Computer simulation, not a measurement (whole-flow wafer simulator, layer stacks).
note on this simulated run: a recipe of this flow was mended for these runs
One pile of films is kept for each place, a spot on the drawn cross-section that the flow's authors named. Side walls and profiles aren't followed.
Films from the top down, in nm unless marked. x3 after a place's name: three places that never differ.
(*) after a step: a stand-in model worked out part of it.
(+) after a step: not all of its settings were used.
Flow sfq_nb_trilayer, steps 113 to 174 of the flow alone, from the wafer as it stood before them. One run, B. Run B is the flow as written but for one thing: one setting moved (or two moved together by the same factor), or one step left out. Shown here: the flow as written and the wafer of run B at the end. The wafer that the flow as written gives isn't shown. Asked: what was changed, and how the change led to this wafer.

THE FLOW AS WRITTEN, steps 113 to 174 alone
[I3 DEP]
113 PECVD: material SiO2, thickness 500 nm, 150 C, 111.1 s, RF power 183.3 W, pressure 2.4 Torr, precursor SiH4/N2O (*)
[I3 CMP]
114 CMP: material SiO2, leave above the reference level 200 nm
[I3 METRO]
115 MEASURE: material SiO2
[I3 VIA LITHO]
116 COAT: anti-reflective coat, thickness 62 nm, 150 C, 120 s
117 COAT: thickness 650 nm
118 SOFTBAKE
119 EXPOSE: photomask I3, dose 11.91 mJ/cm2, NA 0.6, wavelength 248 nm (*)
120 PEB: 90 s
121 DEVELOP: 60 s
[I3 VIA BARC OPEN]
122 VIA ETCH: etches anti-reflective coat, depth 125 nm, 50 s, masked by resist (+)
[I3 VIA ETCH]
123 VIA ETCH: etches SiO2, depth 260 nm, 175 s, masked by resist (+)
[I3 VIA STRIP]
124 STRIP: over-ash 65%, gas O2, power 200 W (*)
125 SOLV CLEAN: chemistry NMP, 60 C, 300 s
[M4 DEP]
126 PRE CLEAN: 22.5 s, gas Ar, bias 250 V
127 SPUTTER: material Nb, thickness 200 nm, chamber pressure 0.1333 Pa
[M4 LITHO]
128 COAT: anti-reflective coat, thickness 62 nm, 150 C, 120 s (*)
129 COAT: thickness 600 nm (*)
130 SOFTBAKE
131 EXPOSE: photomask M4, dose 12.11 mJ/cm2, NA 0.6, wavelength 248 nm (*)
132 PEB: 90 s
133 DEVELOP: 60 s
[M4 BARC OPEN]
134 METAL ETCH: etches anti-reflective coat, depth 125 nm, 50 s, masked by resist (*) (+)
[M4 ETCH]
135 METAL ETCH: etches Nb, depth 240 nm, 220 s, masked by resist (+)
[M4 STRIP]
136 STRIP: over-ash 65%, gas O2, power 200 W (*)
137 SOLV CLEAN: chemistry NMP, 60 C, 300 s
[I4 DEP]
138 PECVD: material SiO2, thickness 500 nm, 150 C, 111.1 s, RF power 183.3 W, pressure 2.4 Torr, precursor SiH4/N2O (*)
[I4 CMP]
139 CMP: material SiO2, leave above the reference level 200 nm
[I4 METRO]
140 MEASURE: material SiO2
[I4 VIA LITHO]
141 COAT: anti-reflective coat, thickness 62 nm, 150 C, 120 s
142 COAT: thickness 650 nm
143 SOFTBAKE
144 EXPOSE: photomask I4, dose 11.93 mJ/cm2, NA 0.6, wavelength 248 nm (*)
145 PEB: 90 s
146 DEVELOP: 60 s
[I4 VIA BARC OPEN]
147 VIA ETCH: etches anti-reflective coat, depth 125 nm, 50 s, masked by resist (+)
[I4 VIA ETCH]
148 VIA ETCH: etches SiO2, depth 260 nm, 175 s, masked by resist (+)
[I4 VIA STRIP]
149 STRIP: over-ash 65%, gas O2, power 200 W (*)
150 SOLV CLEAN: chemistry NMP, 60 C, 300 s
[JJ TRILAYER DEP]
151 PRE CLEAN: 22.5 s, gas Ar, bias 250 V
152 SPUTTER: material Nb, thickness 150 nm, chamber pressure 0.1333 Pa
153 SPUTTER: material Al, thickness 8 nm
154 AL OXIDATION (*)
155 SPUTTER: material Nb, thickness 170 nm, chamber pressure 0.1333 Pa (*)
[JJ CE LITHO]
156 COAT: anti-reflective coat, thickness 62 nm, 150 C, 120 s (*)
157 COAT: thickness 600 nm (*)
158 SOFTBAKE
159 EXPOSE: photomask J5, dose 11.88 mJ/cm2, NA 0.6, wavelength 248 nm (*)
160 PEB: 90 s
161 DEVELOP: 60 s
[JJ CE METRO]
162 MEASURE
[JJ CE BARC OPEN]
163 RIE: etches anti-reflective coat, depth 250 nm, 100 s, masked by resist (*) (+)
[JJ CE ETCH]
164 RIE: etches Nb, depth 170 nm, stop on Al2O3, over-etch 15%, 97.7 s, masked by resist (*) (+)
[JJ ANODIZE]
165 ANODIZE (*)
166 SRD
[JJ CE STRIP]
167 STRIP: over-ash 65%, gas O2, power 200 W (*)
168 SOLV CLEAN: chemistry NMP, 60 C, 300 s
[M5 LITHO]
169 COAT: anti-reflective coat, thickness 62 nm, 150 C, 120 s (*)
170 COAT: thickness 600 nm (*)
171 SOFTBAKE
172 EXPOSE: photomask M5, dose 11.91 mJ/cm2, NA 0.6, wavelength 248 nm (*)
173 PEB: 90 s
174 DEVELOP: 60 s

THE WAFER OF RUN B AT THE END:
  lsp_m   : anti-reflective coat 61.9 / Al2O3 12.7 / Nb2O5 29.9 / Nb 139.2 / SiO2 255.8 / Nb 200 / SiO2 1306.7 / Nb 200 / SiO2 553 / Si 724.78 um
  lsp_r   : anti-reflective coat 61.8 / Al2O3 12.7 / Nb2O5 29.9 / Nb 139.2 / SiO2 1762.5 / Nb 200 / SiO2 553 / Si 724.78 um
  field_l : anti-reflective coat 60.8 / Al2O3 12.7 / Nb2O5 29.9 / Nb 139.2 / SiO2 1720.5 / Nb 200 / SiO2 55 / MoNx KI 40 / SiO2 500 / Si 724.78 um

The cause: step 113, PECVD: 75.69 s was run, where the flow has 111.1 s.

How the change led to this, step by step:
  113 PECVD: material SiO2, thickness 500 nm, 150 C, 111.1 s, RF power 183.3 W, pressure 2.4 Torr, precursor SiH4/N2O (*)
      field_l, be, be_sur and 64 more: SiO2 +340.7 (as written it would be: SiO2 +500)
      v_sur, via_wl, via_wr and 27 more: SiO2 +340.7 (new film) (as written it would be: SiO2 +500 (new film))
      (and at 9 more places)
  114 CMP: material SiO2, leave above the reference level 200 nm
      field_l, be, be_sur and 64 more: nothing (as written it would be: SiO2 -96)
      p4_g1, p4_g2, p3_s0, p3_s1, p3_s2, p3_s3, p3_s4, p3_s5: nothing (as written it would be: SiO2 -157.1)
      (and at 31 more places)
  116 COAT: anti-reflective coat, thickness 62 nm, 150 C, 120 s
      m0r_line_l x3, m0r_line_r x3: anti-reflective coat +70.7 (new film) (as written it would be: anti-reflective coat +62 (new film))
      m0r_space_l, m0r_space_r, m6r_space_l x2, m6r_space_r x2: anti-reflective coat +79.4 (new film) (as written it would be: anti-reflective coat +62 (new film))
      (and at 70 more places)
  117 COAT: thickness 650 nm
      wl_d_sl, wl_g_sl: KrF-resist-other-grade +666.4 (new film) (as written it would be: KrF-resist-other-grade +650 (new film))
      m5r_line_l, m5r_line_r: KrF-resist-other-grade +663.3 (new film) (as written it would be: KrF-resist-other-grade +650 (new film))
      (and at 13 more places)
  121 DEVELOP: 60 s
      via_v: KrF-resist-other-grade -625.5 (all of it) (as written it would be: KrF-resist-other-grade -648.6 (all of it))
  122 VIA ETCH: etches anti-reflective coat, depth 125 nm, 50 s, masked by resist (+)
      via_v: anti-reflective coat -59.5 (all of it), SiO2 -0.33 (as written it would be: anti-reflective coat -62 (all of it), SiO2 -0.31)
  124 STRIP: over-ash 65%, gas O2, power 200 W (*)
      m0r_line_l x3, m0r_line_r x3: KrF-resist-other-grade -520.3 (all of it), anti-reflective coat -70.7 (all of it) (as written it would be: KrF-resist-other-grade -510.8 (all of it), anti-reflective coat -62 (all of it))
      m0r_space_l, m0r_space_r, m6r_space_l x2, m6r_space_r x2: KrF-resist-other-grade -513.1 (all of it), anti-reflective coat -79.4 (all of it) (as written it would be: KrF-resist-other-grade -510.8 (all of it), anti-reflective coat -62 (all of it))
      (and at 71 more places)
  128 COAT: anti-reflective coat, thickness 62 nm, 150 C, 120 s (*)
      m0r_line_l x3, m0r_line_r x3: anti-reflective coat +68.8 (new film) (as written it would be: anti-reflective coat +62 (new film))
      m0r_space_l, m0r_space_r, m6r_space_l x2, m6r_space_r x2: anti-reflective coat +77.2 (new film) (as written it would be: anti-reflective coat +62 (new film))
      (and at 70 more places)
  129 COAT: thickness 600 nm (*)
      via_wr: KrF-resist-other-grade +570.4 (new film) (as written it would be: KrF-resist-other-grade +583.9 (new film))
      via_sp: KrF-resist-other-grade +579.5 (new film) (as written it would be: KrF-resist-other-grade +600.1 (new film))
      (and at 15 more places)
  133 DEVELOP: 60 s
      be_sur: KrF-resist-other-grade -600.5 (all of it) (as written it would be: KrF-resist-other-grade -588 (all of it))
      wl_d_sl: KrF-resist-other-grade -615 (all of it) (as written it would be: KrF-resist-other-grade -598.7 (all of it))
      (and at 7 more places)
  134 METAL ETCH: etches anti-reflective coat, depth 125 nm, 50 s, masked by resist (*) (+)
      m0r_line_l x3, m0r_line_r x3: anti-reflective coat -68.8 (all of it) (as written it would be: anti-reflective coat -62 (all of it))
      m0r_space_l, m0r_space_r, m6r_space_l x2, m6r_space_r x2: anti-reflective coat -77.2 (all of it) (as written it would be: anti-reflective coat -62 (all of it))
      (and at 38 more places)
  136 STRIP: over-ash 65%, gas O2, power 200 W (*)
      v_sur: KrF-resist-other-grade -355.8 (all of it), anti-reflective coat -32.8 (all of it) (as written it would be: KrF-resist-other-grade -360.6 (all of it), anti-reflective coat -64.7 (all of it))
      via_wl: KrF-resist-other-grade -347.8 (all of it), anti-reflective coat -43.3 (all of it) (as written it would be: KrF-resist-other-grade -357.4 (all of it), anti-reflective coat -67.6 (all of it))
      (and at 34 more places)
  138 PECVD: material SiO2, thickness 500 nm, 150 C, 111.1 s, RF power 183.3 W, pressure 2.4 Torr, precursor SiH4/N2O (*)
      p3_s0, p3_s1, p3_s2, p3_s3, p3_s4, p3_s5: SiO2 +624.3 (as written it would be: SiO2 +561.1)
  139 CMP: material SiO2, leave above the reference level 200 nm
      field_l, be, be_sur and 55 more: SiO2 -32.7 (as written it would be: SiO2 -96)
      ln_m5, lsp_m, ln_m6, p4_fl, p4_fm, p4_g1, p4_g2, p4_fr: SiO2 -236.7 (as written it would be: SiO2 -300)
      (and at 4 more places)
  148 VIA ETCH: etches SiO2, depth 260 nm, 175 s, masked by resist (+)
      via_w: SiO2 -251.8 (all of it), Nb -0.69 (as written it would be: SiO2 -199.7 (all of it), Nb -5.03)
  152 SPUTTER: material Nb, thickness 150 nm, chamber pressure 0.1333 Pa
      via_w: Nb +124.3 (as written it would be: Nb +129.8)
  ... 8 more steps ...
  170 COAT: thickness 600 nm (*)
      via_w: KrF-resist-other-grade +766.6 (new film) (as written it would be: KrF-resist-other-grade +736.5 (new film))
